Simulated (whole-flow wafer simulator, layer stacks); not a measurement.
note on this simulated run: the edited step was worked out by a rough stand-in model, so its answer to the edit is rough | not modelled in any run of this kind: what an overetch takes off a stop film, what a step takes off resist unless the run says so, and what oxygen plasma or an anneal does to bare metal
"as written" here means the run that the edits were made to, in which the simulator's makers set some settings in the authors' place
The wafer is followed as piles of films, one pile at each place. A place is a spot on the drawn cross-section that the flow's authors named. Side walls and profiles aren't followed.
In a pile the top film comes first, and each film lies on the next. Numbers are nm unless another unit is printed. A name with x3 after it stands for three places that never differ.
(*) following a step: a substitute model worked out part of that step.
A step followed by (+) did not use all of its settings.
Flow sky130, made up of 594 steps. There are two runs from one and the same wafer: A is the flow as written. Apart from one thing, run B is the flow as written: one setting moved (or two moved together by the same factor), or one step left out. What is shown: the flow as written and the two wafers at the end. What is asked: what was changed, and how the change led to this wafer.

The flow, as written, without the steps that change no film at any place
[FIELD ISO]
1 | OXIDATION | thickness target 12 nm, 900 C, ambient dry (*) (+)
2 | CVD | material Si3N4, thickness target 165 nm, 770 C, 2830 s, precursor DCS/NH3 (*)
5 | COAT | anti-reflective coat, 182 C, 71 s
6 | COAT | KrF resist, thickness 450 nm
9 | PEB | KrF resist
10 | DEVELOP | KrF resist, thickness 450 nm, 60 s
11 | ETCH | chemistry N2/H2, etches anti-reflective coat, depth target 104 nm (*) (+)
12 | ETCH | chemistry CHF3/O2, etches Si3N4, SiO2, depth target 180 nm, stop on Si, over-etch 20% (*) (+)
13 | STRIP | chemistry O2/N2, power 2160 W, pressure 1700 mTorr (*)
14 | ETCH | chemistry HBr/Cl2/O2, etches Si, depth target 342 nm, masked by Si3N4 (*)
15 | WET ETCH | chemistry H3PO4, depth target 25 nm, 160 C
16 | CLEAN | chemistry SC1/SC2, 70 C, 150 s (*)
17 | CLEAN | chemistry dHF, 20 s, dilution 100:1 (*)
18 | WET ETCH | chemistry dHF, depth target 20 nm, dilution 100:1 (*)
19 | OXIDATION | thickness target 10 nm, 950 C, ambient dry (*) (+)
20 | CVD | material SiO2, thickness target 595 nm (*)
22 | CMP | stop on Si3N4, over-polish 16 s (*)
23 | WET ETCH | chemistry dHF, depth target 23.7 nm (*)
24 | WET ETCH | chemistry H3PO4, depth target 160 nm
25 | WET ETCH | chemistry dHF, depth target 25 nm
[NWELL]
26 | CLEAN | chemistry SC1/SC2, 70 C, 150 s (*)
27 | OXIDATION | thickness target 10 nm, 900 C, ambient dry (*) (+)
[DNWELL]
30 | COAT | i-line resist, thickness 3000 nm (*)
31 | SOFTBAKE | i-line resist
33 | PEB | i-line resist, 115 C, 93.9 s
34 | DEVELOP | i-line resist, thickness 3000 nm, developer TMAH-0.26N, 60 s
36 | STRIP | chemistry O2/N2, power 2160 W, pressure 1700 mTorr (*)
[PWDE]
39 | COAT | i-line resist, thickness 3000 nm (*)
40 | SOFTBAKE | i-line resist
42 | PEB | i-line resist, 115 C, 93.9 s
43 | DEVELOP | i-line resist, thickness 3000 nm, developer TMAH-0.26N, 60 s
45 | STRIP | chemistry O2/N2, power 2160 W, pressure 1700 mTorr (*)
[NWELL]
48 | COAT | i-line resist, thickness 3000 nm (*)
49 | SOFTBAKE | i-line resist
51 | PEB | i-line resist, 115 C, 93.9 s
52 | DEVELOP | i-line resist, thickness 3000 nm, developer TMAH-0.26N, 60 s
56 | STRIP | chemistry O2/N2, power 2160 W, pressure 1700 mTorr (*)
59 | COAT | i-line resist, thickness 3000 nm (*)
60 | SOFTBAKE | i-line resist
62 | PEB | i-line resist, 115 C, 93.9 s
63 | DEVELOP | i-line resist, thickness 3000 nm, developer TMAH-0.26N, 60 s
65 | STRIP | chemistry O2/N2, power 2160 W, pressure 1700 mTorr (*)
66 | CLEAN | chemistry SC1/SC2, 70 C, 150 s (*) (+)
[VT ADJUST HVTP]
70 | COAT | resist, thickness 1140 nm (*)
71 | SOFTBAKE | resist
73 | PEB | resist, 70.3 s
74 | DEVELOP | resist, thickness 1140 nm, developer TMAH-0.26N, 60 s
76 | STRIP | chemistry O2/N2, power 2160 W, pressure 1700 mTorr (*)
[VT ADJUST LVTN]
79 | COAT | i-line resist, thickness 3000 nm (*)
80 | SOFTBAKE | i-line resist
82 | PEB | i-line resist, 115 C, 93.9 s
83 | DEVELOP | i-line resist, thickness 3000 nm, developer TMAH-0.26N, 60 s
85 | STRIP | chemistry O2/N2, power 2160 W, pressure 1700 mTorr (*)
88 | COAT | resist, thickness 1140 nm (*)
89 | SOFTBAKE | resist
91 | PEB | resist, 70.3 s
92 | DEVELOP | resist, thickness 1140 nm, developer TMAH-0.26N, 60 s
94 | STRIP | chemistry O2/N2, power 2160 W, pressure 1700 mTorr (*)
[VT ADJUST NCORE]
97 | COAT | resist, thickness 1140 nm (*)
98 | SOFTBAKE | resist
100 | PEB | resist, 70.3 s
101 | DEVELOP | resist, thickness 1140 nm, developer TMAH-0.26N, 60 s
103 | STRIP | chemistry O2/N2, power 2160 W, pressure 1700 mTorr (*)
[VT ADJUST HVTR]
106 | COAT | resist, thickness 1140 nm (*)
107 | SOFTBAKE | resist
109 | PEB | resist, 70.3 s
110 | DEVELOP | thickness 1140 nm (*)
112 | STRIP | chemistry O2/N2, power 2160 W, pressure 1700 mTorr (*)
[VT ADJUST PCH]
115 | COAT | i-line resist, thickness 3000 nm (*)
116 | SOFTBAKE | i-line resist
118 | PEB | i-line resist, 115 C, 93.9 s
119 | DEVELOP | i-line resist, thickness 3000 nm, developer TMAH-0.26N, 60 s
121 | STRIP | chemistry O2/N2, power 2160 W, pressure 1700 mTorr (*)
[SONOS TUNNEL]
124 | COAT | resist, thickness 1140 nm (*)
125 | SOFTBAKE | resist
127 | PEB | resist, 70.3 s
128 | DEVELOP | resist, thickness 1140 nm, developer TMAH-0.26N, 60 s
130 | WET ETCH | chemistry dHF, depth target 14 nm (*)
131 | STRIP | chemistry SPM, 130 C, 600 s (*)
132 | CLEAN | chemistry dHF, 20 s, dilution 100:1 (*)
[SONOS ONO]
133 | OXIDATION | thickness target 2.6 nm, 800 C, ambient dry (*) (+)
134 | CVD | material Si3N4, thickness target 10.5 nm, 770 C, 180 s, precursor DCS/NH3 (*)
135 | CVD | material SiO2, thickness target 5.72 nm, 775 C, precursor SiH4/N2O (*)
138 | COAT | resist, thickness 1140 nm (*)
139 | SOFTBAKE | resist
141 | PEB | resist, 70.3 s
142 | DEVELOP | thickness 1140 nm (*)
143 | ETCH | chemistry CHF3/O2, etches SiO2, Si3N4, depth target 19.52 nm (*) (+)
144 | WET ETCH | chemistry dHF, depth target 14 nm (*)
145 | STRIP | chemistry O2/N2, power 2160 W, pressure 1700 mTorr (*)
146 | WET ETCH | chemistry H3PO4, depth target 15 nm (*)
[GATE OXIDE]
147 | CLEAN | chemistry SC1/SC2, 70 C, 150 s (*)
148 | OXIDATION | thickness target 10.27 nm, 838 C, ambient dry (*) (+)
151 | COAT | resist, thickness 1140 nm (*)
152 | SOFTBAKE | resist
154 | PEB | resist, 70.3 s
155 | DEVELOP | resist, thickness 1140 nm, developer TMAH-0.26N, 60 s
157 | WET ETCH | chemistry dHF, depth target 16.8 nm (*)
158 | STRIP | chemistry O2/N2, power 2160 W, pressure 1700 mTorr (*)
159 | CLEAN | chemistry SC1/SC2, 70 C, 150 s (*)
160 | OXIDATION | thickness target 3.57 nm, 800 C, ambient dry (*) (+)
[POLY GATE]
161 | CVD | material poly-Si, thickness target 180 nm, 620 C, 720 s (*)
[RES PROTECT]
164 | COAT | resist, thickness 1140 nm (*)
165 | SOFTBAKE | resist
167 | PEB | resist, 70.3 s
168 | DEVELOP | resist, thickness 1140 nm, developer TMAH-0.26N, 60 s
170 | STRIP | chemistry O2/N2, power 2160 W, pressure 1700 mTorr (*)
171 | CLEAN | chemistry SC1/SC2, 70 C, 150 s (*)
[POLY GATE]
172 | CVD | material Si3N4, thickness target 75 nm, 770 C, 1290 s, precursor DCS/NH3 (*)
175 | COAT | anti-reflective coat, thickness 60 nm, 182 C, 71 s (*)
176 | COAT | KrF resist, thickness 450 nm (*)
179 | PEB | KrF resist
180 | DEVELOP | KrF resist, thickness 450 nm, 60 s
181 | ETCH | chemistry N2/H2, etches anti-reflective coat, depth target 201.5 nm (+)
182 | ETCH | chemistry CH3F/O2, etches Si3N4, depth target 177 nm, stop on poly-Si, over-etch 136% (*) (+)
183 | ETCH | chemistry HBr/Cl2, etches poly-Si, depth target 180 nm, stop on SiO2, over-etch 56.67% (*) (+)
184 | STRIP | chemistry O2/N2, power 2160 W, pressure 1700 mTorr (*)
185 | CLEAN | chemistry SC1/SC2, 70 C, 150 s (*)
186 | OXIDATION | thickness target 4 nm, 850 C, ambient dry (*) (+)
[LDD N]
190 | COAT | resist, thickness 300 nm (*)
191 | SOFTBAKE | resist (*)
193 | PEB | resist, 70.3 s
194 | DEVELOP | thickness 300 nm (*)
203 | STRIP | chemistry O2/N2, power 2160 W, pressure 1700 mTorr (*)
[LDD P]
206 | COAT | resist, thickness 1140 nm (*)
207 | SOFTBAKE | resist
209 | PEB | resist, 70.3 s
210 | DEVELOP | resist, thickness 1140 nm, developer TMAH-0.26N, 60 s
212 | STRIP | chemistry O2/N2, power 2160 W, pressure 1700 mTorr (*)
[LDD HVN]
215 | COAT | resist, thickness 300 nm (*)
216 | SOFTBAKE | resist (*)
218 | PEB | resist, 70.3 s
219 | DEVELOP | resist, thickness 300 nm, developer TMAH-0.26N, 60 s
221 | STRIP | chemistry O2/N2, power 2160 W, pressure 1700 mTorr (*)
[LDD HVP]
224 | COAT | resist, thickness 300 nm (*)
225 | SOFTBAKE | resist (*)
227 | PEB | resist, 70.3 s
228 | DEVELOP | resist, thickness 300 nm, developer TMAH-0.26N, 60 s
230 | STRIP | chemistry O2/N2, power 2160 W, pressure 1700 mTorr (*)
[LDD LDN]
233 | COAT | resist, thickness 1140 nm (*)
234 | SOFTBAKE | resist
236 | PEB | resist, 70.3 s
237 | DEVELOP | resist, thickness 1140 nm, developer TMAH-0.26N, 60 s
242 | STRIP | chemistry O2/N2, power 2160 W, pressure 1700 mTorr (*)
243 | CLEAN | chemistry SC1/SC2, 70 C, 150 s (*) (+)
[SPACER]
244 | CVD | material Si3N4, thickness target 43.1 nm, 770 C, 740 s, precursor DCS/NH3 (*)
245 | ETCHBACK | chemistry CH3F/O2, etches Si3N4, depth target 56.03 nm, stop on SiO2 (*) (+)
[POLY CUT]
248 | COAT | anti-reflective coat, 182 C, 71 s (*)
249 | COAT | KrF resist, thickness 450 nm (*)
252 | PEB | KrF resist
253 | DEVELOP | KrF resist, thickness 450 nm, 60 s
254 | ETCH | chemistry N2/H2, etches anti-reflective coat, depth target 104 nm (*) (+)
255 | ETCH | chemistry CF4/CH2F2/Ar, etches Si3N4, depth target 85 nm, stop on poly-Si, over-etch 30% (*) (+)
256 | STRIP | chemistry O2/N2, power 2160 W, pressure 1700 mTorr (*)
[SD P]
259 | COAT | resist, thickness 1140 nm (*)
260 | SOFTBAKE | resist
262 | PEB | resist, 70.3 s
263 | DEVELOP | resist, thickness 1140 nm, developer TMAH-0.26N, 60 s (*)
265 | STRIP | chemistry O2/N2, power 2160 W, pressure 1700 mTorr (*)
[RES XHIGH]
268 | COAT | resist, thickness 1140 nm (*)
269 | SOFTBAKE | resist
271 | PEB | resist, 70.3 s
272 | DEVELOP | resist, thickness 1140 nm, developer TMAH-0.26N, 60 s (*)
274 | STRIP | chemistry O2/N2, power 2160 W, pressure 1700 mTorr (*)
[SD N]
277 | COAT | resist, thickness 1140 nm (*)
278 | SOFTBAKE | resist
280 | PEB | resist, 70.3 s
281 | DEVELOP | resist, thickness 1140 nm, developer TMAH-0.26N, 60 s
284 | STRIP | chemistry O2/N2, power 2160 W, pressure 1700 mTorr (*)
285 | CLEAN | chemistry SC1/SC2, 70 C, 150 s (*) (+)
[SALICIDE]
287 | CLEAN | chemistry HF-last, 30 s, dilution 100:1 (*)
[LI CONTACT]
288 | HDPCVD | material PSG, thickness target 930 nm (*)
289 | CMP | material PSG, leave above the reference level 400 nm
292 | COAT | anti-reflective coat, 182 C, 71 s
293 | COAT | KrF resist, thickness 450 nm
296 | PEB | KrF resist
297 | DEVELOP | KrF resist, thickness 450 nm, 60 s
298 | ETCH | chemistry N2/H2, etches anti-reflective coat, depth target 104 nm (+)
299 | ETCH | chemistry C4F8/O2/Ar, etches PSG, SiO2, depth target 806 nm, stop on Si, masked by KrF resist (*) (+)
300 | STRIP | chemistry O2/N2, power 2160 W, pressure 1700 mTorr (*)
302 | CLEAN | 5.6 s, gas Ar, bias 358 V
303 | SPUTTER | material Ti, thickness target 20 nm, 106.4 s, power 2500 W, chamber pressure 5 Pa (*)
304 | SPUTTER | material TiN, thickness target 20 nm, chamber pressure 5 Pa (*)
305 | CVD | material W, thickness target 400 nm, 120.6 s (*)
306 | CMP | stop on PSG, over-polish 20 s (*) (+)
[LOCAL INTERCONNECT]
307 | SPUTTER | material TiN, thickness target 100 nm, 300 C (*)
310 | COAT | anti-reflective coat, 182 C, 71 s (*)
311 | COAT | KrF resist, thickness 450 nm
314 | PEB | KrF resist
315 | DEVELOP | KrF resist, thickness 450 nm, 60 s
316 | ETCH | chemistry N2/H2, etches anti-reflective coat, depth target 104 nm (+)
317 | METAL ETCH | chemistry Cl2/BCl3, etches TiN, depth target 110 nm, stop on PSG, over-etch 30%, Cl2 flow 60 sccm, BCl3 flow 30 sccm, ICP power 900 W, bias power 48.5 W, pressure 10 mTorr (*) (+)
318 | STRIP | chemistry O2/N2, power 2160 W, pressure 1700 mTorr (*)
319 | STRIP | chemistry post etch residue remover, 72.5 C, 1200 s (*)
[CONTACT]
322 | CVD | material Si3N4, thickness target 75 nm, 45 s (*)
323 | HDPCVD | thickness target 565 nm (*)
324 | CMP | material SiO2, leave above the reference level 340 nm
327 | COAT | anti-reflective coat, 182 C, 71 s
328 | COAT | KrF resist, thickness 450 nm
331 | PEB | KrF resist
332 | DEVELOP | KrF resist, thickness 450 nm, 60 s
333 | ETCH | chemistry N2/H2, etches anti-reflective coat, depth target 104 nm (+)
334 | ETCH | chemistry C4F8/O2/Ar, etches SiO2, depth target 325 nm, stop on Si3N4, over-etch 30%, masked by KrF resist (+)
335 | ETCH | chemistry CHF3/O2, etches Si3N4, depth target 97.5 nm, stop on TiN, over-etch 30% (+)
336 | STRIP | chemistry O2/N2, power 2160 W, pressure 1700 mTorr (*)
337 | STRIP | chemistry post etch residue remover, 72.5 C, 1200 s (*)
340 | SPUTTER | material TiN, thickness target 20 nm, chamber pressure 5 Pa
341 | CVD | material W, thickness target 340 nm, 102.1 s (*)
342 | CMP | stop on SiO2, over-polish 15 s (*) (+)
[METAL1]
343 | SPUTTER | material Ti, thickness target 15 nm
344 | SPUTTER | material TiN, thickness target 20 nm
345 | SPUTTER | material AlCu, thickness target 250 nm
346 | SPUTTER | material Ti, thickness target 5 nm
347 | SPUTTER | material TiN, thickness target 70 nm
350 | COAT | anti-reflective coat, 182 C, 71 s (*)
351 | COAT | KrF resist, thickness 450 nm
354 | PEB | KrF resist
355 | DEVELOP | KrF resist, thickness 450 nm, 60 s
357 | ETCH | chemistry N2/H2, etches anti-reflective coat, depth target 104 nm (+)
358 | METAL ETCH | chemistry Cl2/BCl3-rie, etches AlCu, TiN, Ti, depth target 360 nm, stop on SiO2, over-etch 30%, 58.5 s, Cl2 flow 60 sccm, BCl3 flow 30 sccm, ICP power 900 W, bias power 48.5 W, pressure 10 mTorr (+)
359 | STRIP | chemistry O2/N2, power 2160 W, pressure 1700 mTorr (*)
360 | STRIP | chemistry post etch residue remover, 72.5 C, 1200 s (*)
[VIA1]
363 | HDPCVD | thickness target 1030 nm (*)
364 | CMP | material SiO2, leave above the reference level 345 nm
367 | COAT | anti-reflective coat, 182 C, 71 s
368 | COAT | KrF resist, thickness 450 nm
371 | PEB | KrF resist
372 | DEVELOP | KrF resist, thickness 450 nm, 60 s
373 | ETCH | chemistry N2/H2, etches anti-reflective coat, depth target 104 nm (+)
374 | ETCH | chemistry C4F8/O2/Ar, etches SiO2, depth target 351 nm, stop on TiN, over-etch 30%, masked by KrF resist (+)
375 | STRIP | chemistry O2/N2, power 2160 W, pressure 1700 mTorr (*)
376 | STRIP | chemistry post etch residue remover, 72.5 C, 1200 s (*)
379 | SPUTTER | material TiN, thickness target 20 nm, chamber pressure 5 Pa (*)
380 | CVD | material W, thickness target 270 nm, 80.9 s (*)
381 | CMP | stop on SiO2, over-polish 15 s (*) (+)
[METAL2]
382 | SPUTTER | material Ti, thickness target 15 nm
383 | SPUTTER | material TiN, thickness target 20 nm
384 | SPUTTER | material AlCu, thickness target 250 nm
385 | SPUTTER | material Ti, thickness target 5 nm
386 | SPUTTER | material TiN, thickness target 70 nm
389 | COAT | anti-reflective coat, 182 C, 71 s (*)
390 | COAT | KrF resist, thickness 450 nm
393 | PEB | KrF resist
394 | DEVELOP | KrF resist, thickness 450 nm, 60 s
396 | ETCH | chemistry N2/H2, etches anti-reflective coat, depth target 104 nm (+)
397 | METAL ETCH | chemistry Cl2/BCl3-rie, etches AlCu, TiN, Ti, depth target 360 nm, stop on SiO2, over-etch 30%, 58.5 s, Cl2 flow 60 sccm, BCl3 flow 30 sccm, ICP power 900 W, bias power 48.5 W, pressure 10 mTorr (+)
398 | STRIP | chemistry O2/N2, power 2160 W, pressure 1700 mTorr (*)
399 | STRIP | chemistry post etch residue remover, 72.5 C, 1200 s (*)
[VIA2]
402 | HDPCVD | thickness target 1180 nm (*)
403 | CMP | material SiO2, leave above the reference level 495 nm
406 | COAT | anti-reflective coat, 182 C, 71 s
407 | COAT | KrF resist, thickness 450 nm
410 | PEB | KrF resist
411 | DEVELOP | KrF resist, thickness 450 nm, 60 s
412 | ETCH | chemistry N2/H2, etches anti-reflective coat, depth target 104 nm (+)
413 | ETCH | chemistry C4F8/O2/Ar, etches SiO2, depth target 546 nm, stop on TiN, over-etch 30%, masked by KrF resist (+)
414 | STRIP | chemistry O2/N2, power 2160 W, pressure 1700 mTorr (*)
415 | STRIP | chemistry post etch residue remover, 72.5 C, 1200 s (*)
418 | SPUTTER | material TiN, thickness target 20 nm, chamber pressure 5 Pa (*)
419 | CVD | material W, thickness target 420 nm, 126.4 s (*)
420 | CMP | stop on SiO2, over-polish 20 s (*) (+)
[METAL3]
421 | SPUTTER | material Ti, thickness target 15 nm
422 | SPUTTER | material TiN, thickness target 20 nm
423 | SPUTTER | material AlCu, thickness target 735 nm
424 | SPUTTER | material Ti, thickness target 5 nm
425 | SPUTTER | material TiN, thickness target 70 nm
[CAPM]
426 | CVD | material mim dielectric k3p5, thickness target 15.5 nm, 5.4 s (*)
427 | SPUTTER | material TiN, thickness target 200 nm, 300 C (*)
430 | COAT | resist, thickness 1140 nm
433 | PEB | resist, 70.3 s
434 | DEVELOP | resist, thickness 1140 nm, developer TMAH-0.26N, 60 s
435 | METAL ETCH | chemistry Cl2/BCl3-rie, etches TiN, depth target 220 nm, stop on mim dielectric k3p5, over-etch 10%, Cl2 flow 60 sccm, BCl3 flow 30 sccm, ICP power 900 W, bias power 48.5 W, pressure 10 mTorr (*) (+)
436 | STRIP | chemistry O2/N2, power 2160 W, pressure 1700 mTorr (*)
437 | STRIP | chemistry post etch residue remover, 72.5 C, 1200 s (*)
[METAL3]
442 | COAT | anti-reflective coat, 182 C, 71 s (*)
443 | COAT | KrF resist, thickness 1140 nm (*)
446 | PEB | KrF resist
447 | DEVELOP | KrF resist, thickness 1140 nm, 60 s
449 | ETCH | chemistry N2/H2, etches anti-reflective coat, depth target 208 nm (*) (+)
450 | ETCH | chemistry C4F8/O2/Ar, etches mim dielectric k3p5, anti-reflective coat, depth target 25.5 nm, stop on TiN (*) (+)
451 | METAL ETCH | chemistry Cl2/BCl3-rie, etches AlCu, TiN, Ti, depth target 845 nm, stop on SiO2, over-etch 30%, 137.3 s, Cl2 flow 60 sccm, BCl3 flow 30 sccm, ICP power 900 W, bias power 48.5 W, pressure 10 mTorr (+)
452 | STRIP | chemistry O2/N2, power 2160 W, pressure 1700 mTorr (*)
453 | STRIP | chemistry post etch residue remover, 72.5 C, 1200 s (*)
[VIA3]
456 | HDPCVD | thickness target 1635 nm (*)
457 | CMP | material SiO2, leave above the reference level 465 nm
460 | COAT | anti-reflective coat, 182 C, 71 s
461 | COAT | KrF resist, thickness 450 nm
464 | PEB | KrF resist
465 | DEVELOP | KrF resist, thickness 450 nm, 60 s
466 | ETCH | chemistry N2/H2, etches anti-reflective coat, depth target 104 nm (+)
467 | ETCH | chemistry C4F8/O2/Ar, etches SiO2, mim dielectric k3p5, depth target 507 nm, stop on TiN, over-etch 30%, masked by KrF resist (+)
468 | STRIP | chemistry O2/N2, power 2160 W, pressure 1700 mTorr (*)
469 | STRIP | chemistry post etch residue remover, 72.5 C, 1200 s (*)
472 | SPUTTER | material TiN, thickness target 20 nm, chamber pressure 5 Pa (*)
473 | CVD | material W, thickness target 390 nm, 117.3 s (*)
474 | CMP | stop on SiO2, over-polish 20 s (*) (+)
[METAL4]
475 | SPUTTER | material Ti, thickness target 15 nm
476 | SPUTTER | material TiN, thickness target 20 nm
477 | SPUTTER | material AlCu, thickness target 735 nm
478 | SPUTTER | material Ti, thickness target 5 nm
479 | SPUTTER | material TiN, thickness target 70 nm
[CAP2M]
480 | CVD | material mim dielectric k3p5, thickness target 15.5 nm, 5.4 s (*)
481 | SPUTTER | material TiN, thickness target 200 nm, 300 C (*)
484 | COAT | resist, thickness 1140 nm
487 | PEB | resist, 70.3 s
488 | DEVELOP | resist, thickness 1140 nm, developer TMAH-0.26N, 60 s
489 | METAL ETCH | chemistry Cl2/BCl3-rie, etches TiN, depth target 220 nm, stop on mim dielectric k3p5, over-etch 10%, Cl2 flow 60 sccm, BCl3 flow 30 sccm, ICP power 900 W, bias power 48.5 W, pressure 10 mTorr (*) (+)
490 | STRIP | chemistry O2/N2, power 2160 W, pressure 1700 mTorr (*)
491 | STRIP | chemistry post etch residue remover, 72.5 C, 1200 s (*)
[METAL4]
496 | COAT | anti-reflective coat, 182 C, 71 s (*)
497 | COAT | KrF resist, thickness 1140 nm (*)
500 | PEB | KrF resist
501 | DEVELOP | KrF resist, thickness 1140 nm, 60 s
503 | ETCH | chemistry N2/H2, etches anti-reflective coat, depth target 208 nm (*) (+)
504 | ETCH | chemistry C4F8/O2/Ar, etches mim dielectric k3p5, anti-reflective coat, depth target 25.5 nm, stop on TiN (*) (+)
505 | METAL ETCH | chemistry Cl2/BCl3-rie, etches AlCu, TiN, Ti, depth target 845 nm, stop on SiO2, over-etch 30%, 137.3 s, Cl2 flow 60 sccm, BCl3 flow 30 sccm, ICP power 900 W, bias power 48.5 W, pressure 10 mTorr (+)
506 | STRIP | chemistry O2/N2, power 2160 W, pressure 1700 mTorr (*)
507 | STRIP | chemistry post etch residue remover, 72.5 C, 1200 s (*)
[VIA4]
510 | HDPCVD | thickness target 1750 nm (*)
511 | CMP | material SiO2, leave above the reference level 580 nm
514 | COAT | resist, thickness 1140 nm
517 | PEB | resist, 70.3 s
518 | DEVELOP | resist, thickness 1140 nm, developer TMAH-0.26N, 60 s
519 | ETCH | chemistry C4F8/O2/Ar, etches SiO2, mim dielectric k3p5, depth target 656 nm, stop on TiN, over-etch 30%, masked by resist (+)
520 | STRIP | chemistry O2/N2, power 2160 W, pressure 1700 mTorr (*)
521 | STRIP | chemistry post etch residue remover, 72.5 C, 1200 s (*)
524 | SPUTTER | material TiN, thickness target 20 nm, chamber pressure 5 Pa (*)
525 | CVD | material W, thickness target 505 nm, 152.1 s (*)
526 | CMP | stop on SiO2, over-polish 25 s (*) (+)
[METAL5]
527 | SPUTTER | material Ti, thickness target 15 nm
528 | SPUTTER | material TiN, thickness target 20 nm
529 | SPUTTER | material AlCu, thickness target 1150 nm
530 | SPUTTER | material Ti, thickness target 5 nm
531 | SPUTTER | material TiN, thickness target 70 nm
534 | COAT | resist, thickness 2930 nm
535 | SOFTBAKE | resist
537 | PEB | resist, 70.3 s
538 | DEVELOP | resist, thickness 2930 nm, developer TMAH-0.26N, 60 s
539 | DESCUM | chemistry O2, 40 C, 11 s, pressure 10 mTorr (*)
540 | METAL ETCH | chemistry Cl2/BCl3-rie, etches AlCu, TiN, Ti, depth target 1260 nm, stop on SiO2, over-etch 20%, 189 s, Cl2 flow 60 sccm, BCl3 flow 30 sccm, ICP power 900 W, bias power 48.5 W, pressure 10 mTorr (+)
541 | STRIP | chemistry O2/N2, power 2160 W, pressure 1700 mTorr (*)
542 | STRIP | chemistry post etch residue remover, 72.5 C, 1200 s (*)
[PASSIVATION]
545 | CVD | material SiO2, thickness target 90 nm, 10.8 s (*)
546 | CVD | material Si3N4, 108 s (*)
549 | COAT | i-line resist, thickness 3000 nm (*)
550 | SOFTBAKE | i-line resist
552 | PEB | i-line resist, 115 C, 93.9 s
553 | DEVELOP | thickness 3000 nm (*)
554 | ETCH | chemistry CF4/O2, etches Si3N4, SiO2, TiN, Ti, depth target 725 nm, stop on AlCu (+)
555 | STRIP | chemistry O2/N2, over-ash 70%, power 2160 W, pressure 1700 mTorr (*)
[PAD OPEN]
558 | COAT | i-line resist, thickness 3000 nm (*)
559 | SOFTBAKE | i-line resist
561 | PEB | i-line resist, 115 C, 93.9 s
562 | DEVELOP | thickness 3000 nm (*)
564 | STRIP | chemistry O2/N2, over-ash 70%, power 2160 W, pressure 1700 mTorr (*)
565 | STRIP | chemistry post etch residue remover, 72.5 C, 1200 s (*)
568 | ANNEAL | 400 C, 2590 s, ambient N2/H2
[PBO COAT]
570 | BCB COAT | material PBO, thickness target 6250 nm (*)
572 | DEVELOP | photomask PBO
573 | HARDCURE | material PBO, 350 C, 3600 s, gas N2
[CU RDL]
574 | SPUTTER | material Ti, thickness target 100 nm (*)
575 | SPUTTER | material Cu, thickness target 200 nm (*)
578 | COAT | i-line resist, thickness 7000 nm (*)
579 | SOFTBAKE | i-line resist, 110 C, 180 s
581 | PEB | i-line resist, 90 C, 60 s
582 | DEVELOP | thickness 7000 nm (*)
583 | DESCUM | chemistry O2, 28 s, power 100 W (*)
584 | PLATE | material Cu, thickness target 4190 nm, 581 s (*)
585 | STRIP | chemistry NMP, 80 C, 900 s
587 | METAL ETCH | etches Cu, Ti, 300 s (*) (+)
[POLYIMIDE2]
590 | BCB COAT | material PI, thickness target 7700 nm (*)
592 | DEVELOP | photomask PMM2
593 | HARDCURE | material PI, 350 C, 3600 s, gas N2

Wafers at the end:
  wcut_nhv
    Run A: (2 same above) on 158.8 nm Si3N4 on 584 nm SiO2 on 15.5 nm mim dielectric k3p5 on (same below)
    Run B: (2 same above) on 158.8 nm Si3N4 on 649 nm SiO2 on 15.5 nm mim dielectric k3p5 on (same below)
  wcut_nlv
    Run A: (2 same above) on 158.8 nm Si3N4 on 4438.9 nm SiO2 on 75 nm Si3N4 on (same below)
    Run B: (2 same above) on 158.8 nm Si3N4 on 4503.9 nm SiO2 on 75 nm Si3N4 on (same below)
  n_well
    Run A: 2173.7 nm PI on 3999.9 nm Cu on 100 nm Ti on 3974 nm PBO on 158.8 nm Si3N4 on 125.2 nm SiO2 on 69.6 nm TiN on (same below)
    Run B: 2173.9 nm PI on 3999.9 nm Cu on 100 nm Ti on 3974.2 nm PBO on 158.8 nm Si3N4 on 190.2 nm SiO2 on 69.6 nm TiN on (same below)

The reason: step 545, CVD: thickness target 137 nm was run, though the flow has thickness target 90 nm; step 545, CVD: 16.5 s was run, where the flow has 10.8 s.

The path from the change to this, step by step:
  545 | CVD | material SiO2, thickness target 90 nm, 10.8 s (*)
      field, active, gate and 175 more: A +125.2 SiO2 | B +190.2 SiO2
      n_well, p_well, sd_n and 12 more: A +125.2 SiO2 (new film) | B +190.2 SiO2 (new film)
  550 | SOFTBAKE | i-line resist
      active: A +12 i-line resist | B +13.3 i-line resist
      gate: A -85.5 i-line resist | B -89 i-line resist
      (and at 60 other places as well)
  554 | ETCH | chemistry CF4/O2, etches Si3N4, SiO2, TiN, Ti, depth target 725 nm, stop on AlCu (+)
      field, active, n_well and 189 more: A -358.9 i-line resist | B -423.9 i-line resist
      pad: A -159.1 Si3N4 (all of it), -125.2 SiO2 (all of it), -69.6 TiN (all of it), -5 Ti (all of it) | B -159.1 Si3N4 (all of it), -190.2 SiO2 (all of it), -69.6 TiN (all of it), -5 Ti (all of it)
  555 | STRIP | chemistry O2/N2, over-ash 70%, power 2160 W, pressure 1700 mTorr (*)
      gate_hv, dice_street, iso_guard and 83 more: A -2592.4 i-line resist (all of it) | B -2527.4 i-line resist (all of it)
      n_well, p_well, sd_n, sd_p: A -1340.8 i-line resist (all of it) | B -1275.8 i-line resist (all of it)
      (and at 102 other places as well)
  558 | COAT | i-line resist, thickness 3000 nm (*)
      pad: A +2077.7 i-line resist (new film) | B +2143.1 i-line resist (new film)
  559 | SOFTBAKE | i-line resist
      field: A +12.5 i-line resist | B +13.9 i-line resist
      active: A +12 i-line resist | B +13.3 i-line resist
      (and at 67 other places as well)
  561 | PEB | i-line resist, 115 C, 93.9 s
      pad: A -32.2 i-line resist | B -33.3 i-line resist
  562 | DEVELOP | thickness 3000 nm (*)
      pad: A -2045.5 i-line resist (all of it) | B -2109.8 i-line resist (all of it)
  578 | COAT | i-line resist, thickness 7000 nm (*)
      pad: A +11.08 um i-line resist (new film) | B +11.15 um i-line resist (new film)
  579 | SOFTBAKE | i-line resist, 110 C, 180 s
      ndiff_licon_rim, ndiff_licon: A -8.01 i-line resist | B -8.84 i-line resist
      rpo_hd_licon, mim2: A -14.9 i-line resist | B -15.8 i-line resist
      (and at 27 other places as well)
  582 | DEVELOP | thickness 7000 nm (*)
      pad: A -11.08 um i-line resist (all of it) | B -11.15 um i-line resist (all of it)
